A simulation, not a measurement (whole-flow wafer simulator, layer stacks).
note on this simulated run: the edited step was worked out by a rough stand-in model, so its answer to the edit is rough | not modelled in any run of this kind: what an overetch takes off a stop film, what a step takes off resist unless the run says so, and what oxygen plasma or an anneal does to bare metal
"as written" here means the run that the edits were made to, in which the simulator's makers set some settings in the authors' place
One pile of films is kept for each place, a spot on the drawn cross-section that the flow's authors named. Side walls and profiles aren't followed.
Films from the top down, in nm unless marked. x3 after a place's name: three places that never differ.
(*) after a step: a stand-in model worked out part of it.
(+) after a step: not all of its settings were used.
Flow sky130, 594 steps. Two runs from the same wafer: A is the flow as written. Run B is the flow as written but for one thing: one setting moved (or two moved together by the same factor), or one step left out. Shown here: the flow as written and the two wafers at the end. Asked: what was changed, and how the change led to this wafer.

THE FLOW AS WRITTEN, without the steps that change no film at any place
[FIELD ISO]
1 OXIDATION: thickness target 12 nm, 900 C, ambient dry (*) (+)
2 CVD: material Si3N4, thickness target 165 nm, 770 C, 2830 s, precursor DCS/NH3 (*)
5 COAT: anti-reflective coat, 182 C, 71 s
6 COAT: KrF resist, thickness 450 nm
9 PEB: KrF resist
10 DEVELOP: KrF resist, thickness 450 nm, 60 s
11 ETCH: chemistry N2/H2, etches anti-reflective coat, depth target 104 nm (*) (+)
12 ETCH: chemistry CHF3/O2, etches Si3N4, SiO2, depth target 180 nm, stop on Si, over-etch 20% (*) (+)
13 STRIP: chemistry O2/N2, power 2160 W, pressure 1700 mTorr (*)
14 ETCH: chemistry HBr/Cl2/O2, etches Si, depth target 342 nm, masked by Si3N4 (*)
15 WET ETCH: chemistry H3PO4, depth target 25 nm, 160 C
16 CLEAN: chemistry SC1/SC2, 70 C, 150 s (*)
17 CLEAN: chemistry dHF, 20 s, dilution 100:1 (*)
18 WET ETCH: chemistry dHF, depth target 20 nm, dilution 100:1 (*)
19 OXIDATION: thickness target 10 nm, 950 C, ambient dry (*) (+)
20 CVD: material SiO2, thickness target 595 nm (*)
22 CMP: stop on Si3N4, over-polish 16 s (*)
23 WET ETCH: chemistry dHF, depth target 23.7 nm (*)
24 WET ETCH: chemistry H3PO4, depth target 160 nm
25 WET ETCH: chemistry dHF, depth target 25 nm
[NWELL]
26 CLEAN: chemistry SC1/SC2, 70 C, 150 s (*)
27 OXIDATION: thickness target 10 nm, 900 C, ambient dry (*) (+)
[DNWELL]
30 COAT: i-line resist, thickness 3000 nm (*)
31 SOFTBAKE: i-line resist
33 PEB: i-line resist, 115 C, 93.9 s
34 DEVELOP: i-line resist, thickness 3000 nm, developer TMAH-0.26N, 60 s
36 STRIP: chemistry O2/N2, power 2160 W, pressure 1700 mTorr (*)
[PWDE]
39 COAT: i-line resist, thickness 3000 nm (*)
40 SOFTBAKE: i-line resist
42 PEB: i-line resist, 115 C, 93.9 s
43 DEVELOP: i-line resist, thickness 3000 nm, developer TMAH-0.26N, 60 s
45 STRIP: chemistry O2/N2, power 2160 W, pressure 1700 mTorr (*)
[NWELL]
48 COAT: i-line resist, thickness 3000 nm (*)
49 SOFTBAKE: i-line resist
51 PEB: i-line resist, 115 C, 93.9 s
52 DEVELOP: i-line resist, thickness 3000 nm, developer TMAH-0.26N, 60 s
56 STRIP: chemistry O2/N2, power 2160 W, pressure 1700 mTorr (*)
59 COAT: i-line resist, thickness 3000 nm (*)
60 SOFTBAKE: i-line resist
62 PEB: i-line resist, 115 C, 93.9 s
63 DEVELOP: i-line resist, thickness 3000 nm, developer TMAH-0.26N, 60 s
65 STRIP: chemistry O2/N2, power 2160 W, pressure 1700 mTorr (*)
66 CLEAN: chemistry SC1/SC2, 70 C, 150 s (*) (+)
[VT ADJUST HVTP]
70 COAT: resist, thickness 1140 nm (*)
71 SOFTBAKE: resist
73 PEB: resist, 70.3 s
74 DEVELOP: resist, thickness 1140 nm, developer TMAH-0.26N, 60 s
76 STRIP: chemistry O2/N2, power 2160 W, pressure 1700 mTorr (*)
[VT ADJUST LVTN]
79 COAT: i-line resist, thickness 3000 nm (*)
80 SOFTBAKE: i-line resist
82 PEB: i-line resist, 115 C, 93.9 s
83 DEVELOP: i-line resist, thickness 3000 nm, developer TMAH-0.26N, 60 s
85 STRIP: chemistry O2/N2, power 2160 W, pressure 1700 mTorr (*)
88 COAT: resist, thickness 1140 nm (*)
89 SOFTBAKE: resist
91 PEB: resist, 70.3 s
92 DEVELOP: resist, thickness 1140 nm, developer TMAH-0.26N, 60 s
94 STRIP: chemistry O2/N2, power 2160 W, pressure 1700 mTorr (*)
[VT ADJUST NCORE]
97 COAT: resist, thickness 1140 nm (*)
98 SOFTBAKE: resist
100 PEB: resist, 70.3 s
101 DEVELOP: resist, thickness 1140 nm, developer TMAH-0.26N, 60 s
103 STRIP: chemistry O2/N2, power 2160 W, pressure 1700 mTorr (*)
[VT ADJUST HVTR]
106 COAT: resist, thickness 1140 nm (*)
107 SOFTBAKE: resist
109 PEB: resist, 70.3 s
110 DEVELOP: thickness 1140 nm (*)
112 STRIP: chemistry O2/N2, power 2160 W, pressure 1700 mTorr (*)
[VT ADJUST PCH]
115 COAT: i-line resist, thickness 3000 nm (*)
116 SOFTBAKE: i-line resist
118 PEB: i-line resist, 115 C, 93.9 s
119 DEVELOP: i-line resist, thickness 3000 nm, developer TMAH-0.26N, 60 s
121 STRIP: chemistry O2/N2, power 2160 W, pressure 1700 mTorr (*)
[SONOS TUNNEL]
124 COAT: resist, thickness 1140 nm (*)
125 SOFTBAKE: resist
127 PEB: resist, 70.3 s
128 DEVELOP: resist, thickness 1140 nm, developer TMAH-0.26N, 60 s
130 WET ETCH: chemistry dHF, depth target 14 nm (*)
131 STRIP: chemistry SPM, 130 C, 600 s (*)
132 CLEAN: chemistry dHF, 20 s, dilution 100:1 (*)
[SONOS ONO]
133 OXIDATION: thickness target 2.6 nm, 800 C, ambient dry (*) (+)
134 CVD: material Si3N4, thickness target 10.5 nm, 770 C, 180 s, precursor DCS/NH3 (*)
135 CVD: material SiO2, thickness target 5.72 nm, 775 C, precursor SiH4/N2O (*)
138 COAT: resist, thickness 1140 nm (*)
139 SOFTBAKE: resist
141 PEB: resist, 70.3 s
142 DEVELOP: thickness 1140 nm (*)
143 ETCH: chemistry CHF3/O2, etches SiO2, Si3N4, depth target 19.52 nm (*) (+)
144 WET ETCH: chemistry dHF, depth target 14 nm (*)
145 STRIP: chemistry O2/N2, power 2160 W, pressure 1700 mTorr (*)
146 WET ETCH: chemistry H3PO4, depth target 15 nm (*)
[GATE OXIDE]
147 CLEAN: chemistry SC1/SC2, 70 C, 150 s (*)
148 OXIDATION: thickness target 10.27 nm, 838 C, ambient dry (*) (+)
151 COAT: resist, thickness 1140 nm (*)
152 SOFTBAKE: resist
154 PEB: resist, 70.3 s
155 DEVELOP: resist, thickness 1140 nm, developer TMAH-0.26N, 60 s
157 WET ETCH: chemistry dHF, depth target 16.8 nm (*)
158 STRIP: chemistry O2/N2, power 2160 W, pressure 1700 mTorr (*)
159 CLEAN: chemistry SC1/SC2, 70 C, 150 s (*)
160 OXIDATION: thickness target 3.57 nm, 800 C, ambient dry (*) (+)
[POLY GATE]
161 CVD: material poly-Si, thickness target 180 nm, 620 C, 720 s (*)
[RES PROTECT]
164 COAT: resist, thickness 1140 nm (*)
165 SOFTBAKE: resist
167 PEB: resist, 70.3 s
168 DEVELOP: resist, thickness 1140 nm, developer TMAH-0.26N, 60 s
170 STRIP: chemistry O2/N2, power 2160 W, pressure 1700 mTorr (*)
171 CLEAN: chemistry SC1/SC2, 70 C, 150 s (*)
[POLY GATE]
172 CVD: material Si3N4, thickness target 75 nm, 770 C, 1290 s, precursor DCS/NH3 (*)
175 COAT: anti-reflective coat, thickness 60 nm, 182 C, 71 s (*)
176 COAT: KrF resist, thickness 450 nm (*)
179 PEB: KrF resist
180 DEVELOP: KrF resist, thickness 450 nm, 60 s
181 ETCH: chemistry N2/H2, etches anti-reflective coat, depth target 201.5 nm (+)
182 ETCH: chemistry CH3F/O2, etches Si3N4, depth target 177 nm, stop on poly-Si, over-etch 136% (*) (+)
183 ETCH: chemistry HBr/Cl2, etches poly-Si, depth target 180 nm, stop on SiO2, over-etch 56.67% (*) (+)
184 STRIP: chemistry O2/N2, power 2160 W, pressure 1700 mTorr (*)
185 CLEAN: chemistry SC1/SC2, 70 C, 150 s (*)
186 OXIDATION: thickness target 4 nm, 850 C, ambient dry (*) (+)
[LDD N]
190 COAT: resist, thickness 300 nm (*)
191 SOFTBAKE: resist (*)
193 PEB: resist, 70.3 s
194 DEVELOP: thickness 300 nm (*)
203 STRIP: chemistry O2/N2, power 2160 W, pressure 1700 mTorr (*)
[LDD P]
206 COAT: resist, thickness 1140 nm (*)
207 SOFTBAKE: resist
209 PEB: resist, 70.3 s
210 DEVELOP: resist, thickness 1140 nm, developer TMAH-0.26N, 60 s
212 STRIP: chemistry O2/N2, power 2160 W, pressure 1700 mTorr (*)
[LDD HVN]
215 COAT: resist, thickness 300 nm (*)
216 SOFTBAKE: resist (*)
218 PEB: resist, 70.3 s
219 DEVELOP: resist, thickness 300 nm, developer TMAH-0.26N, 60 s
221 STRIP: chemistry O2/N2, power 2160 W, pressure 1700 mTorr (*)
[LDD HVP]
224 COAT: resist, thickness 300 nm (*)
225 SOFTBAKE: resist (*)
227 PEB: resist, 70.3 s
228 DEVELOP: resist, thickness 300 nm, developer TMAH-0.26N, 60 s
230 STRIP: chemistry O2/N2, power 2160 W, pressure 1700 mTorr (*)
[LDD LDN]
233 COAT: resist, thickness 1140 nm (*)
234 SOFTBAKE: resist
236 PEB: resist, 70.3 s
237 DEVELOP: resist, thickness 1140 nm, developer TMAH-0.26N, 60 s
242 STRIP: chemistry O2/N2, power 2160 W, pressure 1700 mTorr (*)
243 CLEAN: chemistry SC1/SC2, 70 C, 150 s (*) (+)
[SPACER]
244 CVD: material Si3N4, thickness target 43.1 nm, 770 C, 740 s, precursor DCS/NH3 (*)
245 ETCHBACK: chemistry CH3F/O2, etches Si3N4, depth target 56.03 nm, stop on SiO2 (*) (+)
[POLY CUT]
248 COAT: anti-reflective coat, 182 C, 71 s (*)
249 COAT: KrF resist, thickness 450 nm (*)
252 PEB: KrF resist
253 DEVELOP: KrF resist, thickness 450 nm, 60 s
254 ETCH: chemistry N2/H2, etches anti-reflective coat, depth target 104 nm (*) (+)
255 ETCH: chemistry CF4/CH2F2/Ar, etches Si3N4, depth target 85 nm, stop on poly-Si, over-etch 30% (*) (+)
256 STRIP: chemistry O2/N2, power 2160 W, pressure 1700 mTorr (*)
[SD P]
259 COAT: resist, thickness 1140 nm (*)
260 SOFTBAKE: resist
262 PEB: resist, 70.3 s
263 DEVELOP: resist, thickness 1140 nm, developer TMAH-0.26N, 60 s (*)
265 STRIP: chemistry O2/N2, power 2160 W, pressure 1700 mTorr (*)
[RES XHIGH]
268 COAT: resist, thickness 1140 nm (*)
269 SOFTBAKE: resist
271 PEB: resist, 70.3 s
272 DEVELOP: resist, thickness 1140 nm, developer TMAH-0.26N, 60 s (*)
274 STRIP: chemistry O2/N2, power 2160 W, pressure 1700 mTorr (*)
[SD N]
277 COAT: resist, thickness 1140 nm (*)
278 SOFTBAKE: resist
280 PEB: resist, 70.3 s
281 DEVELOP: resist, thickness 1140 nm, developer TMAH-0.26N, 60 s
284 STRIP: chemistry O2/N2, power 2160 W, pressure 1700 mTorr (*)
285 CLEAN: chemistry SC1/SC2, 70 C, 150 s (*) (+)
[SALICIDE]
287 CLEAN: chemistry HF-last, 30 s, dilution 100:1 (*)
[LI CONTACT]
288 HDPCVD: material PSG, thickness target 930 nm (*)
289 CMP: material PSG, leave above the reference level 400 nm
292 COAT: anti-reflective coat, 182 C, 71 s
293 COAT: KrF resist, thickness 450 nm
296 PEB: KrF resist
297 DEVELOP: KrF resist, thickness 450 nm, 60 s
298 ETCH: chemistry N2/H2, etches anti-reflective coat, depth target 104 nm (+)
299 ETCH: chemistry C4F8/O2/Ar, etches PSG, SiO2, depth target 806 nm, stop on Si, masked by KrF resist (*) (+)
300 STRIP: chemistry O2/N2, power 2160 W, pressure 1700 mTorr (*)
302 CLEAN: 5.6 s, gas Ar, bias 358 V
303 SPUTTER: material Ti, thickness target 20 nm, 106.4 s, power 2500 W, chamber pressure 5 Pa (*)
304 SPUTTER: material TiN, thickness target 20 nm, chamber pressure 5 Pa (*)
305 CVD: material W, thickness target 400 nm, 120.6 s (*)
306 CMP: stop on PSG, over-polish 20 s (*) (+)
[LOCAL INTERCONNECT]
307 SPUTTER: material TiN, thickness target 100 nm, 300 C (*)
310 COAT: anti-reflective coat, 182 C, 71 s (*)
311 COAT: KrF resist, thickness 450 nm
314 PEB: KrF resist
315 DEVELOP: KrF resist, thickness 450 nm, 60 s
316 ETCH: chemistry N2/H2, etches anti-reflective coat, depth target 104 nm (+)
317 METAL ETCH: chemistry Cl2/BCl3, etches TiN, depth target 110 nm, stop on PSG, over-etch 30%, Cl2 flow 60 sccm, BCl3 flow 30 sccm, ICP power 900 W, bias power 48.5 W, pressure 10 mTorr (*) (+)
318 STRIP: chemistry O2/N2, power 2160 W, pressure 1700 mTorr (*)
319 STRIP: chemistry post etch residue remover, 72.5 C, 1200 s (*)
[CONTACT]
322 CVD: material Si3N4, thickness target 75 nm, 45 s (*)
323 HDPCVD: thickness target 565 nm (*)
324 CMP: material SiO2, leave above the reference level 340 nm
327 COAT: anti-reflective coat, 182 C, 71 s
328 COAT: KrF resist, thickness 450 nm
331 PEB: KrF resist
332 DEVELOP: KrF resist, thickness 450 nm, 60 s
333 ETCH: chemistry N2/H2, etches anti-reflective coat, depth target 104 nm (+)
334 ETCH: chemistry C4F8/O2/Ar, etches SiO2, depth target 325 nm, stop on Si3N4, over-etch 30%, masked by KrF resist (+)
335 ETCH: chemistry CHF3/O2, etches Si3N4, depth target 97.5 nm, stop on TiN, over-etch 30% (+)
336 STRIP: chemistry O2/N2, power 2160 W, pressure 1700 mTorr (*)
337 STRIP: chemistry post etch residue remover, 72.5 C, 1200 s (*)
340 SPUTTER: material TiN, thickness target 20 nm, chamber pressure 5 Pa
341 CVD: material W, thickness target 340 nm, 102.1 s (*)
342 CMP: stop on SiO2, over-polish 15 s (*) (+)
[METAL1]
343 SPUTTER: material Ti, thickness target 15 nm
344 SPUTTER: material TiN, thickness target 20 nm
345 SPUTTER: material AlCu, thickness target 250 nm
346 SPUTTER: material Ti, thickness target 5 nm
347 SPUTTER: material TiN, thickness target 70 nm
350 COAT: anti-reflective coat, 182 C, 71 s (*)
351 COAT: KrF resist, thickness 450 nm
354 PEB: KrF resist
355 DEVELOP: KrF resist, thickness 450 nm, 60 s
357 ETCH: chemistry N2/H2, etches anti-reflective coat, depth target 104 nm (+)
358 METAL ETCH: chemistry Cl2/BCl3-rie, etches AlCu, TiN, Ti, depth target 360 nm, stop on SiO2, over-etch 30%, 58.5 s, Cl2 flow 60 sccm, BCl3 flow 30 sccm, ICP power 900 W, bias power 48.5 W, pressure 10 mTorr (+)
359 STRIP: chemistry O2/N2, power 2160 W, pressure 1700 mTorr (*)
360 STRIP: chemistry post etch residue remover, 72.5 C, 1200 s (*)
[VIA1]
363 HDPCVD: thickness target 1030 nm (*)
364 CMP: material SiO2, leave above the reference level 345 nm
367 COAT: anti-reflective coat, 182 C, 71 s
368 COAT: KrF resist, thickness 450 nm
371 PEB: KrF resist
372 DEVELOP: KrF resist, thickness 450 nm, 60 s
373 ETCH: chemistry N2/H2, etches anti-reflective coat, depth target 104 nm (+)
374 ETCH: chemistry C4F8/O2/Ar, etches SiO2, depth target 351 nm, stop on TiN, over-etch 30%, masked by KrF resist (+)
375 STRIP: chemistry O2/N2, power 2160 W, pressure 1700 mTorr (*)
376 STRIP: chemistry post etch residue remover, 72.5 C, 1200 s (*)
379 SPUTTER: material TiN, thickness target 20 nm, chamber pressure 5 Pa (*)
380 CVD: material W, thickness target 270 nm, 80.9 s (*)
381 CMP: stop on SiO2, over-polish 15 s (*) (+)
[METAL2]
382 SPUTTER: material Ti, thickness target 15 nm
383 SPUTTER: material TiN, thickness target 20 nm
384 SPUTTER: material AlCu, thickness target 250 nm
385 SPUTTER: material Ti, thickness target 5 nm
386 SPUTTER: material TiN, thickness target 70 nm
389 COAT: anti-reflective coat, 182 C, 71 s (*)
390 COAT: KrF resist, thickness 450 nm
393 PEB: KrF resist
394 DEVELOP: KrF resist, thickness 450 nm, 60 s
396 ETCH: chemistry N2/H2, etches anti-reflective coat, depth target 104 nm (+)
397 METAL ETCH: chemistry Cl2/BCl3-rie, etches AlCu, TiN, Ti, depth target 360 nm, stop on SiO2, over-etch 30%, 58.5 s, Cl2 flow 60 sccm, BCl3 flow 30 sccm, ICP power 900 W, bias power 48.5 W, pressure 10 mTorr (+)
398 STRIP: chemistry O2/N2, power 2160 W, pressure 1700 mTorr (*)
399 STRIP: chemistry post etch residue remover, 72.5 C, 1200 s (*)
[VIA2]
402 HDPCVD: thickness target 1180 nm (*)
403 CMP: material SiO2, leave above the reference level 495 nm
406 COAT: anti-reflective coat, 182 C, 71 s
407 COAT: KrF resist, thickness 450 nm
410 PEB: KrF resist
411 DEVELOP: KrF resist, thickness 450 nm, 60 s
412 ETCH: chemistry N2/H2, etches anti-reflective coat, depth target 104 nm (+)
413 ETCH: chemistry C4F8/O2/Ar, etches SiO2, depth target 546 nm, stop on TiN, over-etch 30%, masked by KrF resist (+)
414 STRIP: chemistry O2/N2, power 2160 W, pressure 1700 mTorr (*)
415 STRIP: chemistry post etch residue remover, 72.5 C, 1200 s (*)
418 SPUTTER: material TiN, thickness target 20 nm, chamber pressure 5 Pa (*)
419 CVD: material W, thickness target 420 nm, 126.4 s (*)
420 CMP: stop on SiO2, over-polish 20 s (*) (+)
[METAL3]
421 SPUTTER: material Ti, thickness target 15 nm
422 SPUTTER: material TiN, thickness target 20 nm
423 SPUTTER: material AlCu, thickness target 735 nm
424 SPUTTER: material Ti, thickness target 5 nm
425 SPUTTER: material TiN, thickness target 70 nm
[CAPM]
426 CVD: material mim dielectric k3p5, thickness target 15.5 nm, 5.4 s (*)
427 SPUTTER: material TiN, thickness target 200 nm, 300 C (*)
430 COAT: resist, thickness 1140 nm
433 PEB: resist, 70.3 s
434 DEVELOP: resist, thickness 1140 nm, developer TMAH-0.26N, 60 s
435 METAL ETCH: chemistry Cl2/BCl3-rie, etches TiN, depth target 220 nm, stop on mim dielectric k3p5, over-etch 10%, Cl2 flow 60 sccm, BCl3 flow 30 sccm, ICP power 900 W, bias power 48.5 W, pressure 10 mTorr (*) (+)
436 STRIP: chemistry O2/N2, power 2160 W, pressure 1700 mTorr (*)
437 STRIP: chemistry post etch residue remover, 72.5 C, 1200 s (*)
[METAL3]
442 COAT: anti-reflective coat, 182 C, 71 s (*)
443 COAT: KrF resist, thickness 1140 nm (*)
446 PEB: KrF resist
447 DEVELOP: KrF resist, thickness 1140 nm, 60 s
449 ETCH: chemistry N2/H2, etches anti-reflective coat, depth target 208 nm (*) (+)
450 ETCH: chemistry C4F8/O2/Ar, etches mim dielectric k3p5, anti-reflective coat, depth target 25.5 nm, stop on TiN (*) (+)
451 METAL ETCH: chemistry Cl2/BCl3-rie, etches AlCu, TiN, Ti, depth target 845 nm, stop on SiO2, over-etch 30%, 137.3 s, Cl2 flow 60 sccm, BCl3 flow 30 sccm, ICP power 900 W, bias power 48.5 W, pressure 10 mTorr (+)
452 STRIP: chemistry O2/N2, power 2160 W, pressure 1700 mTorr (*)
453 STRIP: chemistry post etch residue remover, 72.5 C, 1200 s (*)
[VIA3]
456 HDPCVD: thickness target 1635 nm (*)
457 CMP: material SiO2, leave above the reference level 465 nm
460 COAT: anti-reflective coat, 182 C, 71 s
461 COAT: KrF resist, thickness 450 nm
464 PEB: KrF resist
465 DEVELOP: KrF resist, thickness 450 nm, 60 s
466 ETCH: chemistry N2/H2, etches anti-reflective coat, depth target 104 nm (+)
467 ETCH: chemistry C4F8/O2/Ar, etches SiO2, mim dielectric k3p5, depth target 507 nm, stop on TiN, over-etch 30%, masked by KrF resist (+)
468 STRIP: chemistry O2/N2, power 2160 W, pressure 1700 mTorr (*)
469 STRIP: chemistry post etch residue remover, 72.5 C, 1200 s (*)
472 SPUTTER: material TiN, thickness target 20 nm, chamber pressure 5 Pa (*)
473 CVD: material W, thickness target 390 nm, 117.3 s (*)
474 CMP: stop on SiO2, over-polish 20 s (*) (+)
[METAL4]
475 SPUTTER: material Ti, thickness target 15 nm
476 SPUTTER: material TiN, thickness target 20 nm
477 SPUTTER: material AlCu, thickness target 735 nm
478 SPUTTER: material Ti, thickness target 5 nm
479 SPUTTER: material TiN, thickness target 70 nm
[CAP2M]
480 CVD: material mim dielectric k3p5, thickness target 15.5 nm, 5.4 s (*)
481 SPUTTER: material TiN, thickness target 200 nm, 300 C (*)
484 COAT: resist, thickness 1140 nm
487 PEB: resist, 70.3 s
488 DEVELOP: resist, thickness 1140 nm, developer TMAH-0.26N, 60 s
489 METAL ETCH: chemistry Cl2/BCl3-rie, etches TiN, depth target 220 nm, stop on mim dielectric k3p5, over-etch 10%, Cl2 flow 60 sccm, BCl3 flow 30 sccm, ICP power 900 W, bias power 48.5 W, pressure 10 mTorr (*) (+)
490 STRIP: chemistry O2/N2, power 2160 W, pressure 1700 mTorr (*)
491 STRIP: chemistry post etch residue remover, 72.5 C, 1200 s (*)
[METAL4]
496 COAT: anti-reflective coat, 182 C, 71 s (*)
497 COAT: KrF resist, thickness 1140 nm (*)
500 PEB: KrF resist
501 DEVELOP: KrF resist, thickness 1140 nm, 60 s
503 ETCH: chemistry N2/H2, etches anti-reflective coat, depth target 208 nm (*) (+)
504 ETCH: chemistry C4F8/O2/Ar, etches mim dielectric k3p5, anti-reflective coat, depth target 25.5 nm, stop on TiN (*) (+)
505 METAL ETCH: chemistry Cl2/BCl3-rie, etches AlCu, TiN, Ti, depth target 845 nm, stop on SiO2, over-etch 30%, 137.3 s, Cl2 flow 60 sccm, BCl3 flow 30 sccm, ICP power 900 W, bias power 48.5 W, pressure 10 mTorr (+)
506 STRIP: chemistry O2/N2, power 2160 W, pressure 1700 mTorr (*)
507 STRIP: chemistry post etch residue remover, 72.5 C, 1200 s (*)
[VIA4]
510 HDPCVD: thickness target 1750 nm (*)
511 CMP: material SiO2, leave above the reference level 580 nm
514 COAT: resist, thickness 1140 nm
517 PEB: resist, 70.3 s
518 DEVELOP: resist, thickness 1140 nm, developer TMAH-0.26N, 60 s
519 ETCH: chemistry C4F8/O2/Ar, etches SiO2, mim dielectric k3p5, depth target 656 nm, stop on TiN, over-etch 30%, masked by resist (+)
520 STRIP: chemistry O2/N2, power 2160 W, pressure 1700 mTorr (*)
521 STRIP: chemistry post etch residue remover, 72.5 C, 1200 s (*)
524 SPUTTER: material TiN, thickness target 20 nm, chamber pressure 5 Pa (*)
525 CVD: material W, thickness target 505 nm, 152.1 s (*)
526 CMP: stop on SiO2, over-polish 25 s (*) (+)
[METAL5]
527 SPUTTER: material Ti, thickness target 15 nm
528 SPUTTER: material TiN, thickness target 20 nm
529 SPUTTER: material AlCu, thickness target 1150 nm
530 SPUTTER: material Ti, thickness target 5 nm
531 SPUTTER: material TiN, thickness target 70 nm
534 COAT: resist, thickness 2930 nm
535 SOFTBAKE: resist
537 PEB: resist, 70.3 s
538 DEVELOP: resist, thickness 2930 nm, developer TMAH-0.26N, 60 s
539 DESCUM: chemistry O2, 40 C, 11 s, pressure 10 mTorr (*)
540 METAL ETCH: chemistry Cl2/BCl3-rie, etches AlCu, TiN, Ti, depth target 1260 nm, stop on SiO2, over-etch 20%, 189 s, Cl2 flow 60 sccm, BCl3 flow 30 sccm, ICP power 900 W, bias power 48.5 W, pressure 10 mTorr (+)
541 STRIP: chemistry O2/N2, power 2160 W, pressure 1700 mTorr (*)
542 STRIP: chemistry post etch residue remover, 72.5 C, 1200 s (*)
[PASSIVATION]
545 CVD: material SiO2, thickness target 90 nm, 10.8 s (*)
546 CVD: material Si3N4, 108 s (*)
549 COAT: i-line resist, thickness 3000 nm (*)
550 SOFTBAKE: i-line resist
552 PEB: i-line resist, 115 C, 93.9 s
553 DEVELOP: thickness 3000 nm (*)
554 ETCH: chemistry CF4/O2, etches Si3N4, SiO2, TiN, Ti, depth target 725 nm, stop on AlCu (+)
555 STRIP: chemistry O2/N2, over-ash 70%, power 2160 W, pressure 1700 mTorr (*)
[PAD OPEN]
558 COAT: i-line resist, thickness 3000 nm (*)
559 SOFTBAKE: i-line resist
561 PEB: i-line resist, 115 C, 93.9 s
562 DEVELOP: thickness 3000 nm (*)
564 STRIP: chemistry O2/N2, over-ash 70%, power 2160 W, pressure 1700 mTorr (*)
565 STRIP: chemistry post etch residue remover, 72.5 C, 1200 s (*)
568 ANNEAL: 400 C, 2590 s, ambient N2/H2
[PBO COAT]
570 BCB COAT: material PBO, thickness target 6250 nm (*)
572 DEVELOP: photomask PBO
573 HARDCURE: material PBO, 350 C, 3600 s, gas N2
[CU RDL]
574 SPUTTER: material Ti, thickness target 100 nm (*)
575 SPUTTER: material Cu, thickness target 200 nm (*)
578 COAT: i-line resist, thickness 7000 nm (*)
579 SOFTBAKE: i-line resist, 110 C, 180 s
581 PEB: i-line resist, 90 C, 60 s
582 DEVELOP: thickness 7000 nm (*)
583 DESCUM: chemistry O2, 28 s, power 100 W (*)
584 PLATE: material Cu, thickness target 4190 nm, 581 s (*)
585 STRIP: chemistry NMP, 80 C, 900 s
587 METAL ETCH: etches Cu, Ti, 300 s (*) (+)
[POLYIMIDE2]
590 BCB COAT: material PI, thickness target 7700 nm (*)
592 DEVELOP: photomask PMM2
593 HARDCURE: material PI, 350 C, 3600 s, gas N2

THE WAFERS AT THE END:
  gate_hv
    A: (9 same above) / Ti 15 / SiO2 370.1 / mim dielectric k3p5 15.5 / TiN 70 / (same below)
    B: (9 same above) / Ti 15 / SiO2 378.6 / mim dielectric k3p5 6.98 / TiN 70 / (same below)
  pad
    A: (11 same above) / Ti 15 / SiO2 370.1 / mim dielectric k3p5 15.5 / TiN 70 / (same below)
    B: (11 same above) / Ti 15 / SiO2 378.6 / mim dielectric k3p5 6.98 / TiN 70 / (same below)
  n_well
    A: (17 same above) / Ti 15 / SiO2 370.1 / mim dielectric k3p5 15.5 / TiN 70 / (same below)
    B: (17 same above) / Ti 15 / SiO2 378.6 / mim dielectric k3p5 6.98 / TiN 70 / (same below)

The cause: step 426, CVD: thickness target 6.98 nm was run, where the flow has thickness target 15.5 nm; step 426, CVD: 2.43 s was run, where the flow has 5.4 s.
It can be read off the wafer: gate_hv has mim dielectric k3p5 6.98, and step 426 as written asks for 15.5 nm.

How the change led to this, step by step:
  426 CVD: material mim dielectric k3p5, thickness target 15.5 nm, 5.4 s (*)
      field, active, n_well and 188 more: A mim dielectric k3p5 +15.5 (new film) | B mim dielectric k3p5 +6.98 (new film)
  450 ETCH: chemistry C4F8/O2/Ar, etches mim dielectric k3p5, anti-reflective coat, depth target 25.5 nm, stop on TiN (*) (+)
      n_well, p_well, gate_hv and 104 more: A KrF resist -15.5 | B KrF resist -6.98
      field, active, gate and 82 more: A mim dielectric k3p5 -15.5 (all of it) | B mim dielectric k3p5 -6.98 (all of it)
  452 STRIP: chemistry O2/N2, power 2160 W, pressure 1700 mTorr (*)
      mim_edge_plate_strap, mim_edge_plate: A KrF resist -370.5 (all of it), anti-reflective coat -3 (all of it) | B KrF resist -379 (all of it), anti-reflective coat -3 (all of it)
      mim: A KrF resist -378.7 (all of it), anti-reflective coat -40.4 (all of it) | B KrF resist -387.2 (all of it), anti-reflective coat -40.4 (all of it)
  467 ETCH: chemistry C4F8/O2/Ar, etches SiO2, mim dielectric k3p5, depth target 507 nm, stop on TiN, over-etch 30%, masked by KrF resist (+)
      m1: A SiO2 -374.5 (all of it), mim dielectric k3p5 -15.5 (all of it) | B SiO2 -383 (all of it), mim dielectric k3p5 -6.98 (all of it)
      via3_hole: A SiO2 -373.9 (all of it), mim dielectric k3p5 -15.5 (all of it) | B SiO2 -382.4 (all of it), mim dielectric k3p5 -6.98 (all of it)
